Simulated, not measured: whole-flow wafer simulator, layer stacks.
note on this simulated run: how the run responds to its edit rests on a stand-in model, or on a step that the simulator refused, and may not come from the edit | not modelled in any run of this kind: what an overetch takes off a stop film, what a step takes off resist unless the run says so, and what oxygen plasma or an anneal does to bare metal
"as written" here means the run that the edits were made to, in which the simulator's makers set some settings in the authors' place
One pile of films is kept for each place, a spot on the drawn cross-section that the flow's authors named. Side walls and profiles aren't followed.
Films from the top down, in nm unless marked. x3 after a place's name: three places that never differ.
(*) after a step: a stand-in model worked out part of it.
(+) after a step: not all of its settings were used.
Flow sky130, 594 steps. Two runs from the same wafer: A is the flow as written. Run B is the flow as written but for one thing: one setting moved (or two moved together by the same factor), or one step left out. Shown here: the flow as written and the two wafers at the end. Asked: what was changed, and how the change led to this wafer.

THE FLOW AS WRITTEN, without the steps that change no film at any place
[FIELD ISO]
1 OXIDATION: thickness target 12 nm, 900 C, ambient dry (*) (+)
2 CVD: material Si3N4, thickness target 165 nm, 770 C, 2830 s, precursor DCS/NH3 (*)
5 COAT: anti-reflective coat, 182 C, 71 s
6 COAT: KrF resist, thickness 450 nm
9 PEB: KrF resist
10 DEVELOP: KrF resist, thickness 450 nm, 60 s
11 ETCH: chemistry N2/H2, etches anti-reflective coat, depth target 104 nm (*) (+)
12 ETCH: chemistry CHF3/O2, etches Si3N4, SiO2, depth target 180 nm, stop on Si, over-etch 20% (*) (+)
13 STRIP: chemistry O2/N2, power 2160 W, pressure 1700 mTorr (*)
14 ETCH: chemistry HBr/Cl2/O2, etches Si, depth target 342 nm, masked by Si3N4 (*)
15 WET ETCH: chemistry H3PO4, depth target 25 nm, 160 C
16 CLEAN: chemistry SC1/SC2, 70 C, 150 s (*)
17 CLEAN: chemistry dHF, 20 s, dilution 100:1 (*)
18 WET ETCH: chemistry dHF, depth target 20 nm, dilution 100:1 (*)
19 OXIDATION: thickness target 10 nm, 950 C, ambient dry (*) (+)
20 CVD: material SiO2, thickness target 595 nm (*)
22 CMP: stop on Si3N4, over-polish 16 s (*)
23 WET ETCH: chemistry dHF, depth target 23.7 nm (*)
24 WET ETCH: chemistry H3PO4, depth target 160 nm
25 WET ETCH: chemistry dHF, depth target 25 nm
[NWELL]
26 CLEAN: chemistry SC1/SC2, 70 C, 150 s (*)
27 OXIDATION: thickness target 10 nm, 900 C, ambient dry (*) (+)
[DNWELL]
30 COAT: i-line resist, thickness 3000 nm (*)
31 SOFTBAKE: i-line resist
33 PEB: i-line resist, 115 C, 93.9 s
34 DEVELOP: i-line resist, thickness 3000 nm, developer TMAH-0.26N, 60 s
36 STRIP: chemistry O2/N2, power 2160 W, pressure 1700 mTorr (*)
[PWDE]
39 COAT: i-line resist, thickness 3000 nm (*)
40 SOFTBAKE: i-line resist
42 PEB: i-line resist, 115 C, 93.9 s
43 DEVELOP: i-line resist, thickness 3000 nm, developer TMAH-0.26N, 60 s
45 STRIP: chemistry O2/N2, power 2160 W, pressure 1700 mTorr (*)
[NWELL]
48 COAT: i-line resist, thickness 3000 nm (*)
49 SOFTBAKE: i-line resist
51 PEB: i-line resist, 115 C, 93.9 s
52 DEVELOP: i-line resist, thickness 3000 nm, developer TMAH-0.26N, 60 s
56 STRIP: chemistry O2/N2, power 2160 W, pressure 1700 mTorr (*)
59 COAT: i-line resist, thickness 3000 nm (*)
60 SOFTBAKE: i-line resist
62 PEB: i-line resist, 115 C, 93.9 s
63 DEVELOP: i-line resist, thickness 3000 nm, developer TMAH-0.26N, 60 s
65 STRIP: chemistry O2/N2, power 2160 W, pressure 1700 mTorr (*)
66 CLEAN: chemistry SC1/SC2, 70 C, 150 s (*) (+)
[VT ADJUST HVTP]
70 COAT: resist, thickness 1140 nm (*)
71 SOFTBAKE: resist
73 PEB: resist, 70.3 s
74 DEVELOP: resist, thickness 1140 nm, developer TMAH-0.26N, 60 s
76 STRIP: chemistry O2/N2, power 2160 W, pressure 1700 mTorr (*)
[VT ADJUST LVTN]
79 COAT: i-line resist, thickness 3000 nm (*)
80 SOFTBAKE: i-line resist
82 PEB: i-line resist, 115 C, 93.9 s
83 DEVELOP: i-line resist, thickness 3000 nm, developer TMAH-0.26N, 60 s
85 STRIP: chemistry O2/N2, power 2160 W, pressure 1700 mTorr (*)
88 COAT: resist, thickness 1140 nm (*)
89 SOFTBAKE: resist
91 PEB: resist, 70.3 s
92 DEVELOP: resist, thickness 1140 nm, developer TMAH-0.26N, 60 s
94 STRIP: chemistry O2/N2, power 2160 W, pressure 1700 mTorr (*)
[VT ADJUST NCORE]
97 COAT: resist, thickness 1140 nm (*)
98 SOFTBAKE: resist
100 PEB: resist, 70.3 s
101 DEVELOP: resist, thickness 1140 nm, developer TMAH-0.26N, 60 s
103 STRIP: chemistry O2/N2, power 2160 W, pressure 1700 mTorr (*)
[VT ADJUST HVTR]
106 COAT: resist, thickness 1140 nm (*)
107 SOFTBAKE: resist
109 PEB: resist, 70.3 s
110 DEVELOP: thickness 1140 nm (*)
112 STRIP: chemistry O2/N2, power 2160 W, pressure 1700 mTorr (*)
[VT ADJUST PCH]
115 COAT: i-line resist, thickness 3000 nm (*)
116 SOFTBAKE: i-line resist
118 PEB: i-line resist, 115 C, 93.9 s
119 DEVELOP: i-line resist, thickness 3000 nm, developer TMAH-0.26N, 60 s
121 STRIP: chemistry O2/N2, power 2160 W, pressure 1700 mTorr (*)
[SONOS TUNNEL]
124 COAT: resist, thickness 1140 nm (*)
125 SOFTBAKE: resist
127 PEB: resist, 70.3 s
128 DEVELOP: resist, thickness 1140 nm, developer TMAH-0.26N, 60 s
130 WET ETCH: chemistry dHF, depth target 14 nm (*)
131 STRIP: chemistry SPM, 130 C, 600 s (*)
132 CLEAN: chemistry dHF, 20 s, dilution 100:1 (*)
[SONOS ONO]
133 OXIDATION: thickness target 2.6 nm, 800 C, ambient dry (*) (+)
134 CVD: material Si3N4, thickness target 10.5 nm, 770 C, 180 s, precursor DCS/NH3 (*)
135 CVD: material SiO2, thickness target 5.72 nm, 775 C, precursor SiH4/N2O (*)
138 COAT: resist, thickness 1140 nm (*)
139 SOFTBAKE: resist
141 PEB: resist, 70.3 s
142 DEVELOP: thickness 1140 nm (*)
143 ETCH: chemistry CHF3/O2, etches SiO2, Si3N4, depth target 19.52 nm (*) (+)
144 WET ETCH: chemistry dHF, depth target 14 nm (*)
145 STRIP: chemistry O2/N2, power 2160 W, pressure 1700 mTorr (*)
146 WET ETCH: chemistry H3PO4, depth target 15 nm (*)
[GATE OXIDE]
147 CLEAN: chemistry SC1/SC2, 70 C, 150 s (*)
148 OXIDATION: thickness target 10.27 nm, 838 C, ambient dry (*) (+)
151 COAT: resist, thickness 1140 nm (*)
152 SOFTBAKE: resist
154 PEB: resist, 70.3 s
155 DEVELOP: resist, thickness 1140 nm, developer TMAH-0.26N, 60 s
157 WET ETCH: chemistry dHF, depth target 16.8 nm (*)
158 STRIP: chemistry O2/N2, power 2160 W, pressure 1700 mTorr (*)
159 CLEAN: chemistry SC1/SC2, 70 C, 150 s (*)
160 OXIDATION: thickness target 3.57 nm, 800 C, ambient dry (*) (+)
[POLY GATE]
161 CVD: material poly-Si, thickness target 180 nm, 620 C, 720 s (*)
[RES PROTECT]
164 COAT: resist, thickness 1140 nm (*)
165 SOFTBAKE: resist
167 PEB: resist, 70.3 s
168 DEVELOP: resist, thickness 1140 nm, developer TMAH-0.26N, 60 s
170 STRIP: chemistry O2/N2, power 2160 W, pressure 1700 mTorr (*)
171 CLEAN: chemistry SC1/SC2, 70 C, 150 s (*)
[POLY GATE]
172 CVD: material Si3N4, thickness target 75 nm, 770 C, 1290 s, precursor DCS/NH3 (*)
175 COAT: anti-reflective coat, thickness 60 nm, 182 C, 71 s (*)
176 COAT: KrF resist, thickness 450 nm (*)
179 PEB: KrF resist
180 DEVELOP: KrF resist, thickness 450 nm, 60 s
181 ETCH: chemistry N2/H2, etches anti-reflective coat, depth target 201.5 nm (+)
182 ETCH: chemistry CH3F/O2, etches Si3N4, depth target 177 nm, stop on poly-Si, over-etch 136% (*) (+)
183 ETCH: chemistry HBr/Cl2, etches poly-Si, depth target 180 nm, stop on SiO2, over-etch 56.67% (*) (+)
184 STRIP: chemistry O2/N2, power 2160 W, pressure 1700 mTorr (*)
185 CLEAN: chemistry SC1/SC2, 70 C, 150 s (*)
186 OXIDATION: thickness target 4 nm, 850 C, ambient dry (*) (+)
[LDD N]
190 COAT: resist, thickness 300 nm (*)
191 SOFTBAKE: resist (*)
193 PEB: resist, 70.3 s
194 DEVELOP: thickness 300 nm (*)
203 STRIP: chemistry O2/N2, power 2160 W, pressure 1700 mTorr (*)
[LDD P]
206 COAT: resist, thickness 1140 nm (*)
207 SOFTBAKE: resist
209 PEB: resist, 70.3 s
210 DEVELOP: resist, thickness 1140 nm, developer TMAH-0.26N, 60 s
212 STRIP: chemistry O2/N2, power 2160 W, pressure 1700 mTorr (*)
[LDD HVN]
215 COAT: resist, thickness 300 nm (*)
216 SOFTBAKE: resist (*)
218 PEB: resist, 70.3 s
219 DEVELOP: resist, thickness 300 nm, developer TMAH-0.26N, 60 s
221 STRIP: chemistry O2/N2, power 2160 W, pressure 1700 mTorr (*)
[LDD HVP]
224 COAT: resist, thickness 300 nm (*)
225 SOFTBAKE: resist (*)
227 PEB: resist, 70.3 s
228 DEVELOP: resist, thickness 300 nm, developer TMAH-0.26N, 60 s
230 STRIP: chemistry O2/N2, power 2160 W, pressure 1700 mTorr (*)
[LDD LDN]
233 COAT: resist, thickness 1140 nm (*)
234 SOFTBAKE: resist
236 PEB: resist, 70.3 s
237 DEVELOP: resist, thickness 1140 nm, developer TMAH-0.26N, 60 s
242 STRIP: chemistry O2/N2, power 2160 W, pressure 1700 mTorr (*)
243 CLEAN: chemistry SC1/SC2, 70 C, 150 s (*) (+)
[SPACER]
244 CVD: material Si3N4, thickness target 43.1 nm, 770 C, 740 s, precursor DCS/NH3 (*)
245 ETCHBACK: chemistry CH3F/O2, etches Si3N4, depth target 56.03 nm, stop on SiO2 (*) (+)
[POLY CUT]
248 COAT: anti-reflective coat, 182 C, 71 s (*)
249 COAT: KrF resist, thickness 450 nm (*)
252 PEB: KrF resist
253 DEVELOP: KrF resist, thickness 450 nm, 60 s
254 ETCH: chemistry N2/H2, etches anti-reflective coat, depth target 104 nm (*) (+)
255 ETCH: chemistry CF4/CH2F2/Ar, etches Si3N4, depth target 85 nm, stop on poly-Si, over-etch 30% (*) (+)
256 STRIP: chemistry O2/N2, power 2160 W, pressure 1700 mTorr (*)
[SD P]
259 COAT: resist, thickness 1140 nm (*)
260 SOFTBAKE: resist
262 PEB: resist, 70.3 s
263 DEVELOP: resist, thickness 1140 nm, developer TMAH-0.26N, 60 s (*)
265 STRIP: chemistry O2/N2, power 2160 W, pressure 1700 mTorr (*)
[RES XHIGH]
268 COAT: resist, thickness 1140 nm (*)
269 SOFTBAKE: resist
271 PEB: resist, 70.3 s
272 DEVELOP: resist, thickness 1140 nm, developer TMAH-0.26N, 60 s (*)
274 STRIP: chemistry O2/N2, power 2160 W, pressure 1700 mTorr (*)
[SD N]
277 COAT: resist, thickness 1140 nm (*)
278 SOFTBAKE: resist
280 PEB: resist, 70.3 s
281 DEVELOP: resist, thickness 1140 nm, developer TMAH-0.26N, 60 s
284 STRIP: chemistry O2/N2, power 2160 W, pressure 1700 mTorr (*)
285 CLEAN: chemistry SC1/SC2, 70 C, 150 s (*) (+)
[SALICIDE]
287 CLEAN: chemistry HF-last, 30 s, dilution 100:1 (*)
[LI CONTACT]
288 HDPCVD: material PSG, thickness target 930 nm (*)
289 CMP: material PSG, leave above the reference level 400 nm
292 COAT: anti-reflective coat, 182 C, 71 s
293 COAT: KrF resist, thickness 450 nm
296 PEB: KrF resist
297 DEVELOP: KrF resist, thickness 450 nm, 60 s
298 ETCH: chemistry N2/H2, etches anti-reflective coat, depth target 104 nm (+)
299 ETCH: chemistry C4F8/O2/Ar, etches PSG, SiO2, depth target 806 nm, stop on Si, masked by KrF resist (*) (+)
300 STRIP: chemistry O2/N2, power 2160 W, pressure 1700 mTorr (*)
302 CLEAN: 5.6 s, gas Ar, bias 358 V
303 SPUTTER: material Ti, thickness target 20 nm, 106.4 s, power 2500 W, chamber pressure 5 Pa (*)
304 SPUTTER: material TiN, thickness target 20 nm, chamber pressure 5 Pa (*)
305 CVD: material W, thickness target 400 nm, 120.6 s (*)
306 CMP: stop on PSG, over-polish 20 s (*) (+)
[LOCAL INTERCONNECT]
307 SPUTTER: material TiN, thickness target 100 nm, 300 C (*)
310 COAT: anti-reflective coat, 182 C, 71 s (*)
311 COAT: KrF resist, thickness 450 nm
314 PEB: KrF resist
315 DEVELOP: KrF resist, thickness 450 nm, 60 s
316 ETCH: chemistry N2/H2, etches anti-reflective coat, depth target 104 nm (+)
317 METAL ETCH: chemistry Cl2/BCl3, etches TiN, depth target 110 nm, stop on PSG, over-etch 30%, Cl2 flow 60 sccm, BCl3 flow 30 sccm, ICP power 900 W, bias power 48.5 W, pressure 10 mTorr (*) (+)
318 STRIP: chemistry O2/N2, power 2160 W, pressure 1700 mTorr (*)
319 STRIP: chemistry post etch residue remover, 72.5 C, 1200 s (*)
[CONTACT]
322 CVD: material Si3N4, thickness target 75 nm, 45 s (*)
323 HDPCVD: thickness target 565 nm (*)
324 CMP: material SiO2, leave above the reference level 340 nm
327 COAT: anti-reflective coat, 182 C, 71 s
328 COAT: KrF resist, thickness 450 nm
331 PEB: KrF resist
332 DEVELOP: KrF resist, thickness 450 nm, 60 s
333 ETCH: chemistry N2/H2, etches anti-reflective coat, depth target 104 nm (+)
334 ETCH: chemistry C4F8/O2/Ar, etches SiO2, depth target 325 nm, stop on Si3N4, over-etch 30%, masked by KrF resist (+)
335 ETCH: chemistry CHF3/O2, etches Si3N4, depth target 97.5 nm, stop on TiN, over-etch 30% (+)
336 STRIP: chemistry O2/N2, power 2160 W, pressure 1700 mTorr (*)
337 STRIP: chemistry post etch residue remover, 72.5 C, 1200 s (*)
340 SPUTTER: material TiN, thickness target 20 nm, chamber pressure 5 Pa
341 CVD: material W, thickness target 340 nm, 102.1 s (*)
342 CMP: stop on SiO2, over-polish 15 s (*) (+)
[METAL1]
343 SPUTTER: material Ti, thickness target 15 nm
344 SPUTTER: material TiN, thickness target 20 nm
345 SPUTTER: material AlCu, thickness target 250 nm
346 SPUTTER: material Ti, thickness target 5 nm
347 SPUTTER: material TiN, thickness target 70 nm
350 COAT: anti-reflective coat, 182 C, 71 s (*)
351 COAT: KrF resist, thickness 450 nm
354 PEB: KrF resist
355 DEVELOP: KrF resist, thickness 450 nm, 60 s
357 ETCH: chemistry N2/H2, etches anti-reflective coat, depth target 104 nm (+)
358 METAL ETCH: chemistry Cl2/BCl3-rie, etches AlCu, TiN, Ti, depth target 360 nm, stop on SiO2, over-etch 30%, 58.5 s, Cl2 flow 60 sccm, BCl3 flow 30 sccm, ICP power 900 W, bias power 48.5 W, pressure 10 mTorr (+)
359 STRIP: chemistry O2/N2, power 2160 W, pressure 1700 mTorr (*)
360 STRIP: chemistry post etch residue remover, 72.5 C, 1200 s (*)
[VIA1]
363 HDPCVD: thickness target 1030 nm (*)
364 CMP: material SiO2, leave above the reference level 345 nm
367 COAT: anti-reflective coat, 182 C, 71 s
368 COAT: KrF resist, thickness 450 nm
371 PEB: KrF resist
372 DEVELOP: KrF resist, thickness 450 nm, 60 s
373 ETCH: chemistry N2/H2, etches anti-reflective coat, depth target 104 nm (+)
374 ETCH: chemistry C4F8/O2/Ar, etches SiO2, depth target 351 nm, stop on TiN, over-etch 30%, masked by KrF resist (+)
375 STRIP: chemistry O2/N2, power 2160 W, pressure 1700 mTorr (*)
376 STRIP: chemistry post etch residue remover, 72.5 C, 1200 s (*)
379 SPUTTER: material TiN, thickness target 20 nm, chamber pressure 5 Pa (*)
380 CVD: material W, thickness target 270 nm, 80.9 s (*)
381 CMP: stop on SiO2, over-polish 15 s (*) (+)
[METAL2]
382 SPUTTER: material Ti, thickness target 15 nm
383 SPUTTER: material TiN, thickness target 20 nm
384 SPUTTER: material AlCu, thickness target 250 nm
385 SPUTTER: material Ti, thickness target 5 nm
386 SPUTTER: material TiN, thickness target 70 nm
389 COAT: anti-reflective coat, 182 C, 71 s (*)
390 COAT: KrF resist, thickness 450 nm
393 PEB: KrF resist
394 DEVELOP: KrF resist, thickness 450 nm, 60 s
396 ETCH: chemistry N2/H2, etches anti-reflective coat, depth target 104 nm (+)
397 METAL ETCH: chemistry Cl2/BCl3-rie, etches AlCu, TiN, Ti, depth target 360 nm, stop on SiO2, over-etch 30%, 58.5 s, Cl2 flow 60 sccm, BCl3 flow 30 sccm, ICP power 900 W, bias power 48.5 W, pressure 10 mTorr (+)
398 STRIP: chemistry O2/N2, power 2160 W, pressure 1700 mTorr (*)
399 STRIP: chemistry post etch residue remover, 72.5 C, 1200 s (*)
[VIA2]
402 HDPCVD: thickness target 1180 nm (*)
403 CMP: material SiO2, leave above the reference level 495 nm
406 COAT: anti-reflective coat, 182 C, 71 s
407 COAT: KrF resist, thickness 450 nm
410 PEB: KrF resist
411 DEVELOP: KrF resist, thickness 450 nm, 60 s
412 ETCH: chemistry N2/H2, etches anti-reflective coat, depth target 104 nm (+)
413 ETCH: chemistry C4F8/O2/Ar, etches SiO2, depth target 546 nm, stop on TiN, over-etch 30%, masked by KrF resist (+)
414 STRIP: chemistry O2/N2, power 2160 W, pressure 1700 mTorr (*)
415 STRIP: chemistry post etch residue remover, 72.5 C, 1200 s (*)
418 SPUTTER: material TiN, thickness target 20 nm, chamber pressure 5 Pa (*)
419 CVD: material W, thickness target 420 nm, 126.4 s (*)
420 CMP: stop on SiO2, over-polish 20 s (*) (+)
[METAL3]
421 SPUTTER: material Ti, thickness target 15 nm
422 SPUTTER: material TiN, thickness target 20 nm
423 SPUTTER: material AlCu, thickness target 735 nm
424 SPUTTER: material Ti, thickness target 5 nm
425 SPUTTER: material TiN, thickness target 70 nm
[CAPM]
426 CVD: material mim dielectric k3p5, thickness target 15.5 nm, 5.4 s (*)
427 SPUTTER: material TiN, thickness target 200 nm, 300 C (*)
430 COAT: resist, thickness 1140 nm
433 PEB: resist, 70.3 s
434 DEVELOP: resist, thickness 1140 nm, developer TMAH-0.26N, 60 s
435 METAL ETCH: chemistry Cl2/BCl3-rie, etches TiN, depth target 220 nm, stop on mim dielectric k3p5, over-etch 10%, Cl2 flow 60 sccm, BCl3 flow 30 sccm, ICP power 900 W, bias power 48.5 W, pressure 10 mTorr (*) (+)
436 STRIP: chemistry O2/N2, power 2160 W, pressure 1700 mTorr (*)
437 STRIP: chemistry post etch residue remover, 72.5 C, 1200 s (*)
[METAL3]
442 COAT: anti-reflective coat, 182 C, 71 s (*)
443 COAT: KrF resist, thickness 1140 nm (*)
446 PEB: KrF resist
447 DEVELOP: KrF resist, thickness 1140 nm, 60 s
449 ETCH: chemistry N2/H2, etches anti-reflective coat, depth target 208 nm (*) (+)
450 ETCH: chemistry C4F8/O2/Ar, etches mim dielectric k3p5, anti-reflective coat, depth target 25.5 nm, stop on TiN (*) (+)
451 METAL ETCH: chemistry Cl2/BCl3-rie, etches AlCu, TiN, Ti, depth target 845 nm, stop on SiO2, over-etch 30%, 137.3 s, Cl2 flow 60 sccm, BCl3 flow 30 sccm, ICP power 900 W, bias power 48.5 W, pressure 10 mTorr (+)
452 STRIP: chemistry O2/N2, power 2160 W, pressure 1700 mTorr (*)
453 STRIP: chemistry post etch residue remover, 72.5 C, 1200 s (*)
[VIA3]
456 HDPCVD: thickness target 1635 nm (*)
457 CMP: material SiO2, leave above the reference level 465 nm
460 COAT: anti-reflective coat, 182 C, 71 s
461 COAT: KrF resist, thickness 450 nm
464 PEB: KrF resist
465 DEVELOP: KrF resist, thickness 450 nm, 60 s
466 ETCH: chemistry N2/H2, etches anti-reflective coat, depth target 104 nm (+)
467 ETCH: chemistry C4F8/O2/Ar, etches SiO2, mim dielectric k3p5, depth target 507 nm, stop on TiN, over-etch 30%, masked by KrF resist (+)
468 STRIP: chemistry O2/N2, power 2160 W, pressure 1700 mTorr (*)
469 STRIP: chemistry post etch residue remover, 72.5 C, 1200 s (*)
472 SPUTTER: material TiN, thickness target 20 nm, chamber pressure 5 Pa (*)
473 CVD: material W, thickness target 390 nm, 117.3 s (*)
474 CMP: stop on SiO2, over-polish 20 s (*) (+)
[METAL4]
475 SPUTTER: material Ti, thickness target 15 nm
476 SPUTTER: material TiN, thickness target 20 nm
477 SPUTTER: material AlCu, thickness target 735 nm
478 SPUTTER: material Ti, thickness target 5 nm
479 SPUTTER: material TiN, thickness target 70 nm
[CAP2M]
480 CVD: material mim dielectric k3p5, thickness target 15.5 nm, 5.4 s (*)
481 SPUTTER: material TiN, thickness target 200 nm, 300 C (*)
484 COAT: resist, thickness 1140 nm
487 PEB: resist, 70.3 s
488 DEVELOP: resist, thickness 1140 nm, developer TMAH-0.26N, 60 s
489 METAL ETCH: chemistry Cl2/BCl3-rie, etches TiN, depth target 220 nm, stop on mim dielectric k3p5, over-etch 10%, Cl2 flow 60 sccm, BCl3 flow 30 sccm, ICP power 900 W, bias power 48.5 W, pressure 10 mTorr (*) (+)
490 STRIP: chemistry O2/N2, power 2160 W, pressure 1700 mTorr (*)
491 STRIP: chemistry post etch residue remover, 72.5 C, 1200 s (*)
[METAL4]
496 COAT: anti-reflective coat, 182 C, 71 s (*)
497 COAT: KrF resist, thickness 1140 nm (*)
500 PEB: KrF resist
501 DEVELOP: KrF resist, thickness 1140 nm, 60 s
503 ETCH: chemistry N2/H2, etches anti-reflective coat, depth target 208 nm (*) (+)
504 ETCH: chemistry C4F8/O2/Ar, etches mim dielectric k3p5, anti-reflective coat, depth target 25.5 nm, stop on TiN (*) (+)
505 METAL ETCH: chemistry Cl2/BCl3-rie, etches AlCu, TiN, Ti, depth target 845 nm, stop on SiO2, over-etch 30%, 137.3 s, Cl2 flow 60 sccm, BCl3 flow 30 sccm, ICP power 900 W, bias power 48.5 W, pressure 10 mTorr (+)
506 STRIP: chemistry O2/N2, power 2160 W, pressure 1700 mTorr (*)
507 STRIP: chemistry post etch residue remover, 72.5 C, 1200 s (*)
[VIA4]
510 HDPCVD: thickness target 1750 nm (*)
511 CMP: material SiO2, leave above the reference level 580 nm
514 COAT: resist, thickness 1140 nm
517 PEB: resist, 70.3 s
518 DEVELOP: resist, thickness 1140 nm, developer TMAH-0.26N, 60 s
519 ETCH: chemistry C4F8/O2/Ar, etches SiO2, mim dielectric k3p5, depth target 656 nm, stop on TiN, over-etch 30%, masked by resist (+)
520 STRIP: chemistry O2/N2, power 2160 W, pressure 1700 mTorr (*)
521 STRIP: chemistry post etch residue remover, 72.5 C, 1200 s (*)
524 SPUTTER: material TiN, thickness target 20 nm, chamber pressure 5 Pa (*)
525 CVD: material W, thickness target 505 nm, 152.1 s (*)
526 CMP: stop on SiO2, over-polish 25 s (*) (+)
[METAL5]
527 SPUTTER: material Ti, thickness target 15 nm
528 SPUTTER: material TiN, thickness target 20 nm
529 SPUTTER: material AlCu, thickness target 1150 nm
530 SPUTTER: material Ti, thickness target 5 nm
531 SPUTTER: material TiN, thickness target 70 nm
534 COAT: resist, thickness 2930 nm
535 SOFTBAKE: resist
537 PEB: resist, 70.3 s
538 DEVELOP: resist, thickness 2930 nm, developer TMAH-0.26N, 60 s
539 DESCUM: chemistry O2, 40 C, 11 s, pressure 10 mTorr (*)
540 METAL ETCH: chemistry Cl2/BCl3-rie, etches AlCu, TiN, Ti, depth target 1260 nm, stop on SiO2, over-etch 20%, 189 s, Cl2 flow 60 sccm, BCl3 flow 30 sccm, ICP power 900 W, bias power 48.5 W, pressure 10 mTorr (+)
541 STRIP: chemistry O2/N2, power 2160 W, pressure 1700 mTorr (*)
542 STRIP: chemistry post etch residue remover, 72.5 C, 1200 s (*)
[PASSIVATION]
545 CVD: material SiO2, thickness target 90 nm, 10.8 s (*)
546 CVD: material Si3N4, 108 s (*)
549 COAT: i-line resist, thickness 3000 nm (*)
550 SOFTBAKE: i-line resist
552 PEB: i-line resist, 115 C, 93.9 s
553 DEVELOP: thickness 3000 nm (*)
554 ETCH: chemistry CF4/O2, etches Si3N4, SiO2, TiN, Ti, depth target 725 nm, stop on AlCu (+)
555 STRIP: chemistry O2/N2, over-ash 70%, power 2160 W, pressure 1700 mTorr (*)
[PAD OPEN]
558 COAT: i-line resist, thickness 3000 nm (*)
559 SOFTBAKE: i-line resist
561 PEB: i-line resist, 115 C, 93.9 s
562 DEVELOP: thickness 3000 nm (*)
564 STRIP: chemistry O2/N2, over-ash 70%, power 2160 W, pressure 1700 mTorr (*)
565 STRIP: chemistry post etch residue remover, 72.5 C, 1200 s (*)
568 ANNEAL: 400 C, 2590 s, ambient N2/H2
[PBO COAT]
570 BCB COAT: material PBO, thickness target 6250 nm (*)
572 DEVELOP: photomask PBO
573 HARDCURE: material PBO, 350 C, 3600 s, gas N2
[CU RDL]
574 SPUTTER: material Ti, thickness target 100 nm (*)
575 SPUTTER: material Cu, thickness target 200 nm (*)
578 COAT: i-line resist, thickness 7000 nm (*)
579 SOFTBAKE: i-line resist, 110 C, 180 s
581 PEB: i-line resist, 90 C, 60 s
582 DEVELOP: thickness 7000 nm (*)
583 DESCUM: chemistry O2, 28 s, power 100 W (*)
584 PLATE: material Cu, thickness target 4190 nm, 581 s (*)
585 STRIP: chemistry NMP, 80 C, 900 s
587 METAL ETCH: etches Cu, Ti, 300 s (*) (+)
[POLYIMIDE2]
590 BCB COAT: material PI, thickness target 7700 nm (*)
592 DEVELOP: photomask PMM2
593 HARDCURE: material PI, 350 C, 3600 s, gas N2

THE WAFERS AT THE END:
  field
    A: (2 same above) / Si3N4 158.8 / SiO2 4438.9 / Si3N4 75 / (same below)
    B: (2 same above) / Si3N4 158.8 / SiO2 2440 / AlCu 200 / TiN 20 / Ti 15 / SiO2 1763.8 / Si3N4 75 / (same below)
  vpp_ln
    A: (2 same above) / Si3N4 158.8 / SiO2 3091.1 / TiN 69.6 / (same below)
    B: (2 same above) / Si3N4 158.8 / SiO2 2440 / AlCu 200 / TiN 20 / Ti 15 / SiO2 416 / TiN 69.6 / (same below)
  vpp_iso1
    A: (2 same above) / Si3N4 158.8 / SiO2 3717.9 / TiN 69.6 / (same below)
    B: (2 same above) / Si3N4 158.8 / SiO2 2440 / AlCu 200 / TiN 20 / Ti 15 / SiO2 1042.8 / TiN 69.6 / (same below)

The cause: step 451, METAL ETCH: depth target 464.8 nm was run, where the flow has depth target 845 nm; step 451, METAL ETCH: 75.5 s was run, where the flow has 137.3 s.

How the change led to this, step by step:
  451 METAL ETCH: chemistry Cl2/BCl3-rie, etches AlCu, TiN, Ti, depth target 845 nm, stop on SiO2, over-etch 30%, 137.3 s, Cl2 flow 60 sccm, BCl3 flow 30 sccm, ICP power 900 W, bias power 48.5 W, pressure 10 mTorr (+)
      field, gate, spacer and 68 more: A TiN -70 (all of it), Ti -5 (all of it), AlCu -735 (all of it), TiN -20 (all of it), Ti -15 (all of it), SiO2 -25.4 | B TiN -70 (all of it), Ti -5 (all of it), AlCu -529.2
      active, vpp_ln, vpp_iso2 and 11 more: A TiN -70 (all of it), Ti -5 (all of it), AlCu -735 (all of it), TiN -20 (all of it), Ti -15 (all of it), SiO2 -25.3 | B TiN -70 (all of it), Ti -5 (all of it), AlCu -529.2
      (and at 107 more places)
  452 STRIP: chemistry O2/N2, power 2160 W, pressure 1700 mTorr (*)
      dice_street, dext_nw_sti, dext_ntap_nw and 45 more: A KrF resist -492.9 (all of it), anti-reflective coat -80 (all of it) | B KrF resist -740.1 (all of it), anti-reflective coat -80 (all of it)
      n_well, p_well, gate_hv and 34 more: A KrF resist -492.9 (all of it), anti-reflective coat -80 (all of it) | B KrF resist -740 (all of it), anti-reflective coat -80 (all of it)
      (and at 22 more places)
  453 STRIP: chemistry post etch residue remover, 72.5 C, 1200 s (*)
      field, active, gate and 82 more: A nothing | B AlCu -5.72
  456 HDPCVD: thickness target 1635 nm (*)
      field, active, gate and 82 more: A SiO2 +1635 | B SiO2 +1635 (new film)
  457 CMP: material SiO2, leave above the reference level 465 nm
      field, active, gate and 82 more: A SiO2 -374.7 | B SiO2 -635
Counting metal films that touch as one body, field has 1 body; the flow as written gives 0 bodies.
Counting metal films that touch as one body, vpp_ln has 3 bodies (between them, from the top down: SiO2 416; SiO2 267.2); the flow as written gives 2 bodies (between them, from the top down: SiO2 267.2).
Counting metal films that touch as one body, vpp_iso1 has 2 bodies (between them, from the top down: SiO2 1042.8); the flow as written gives 1 body.
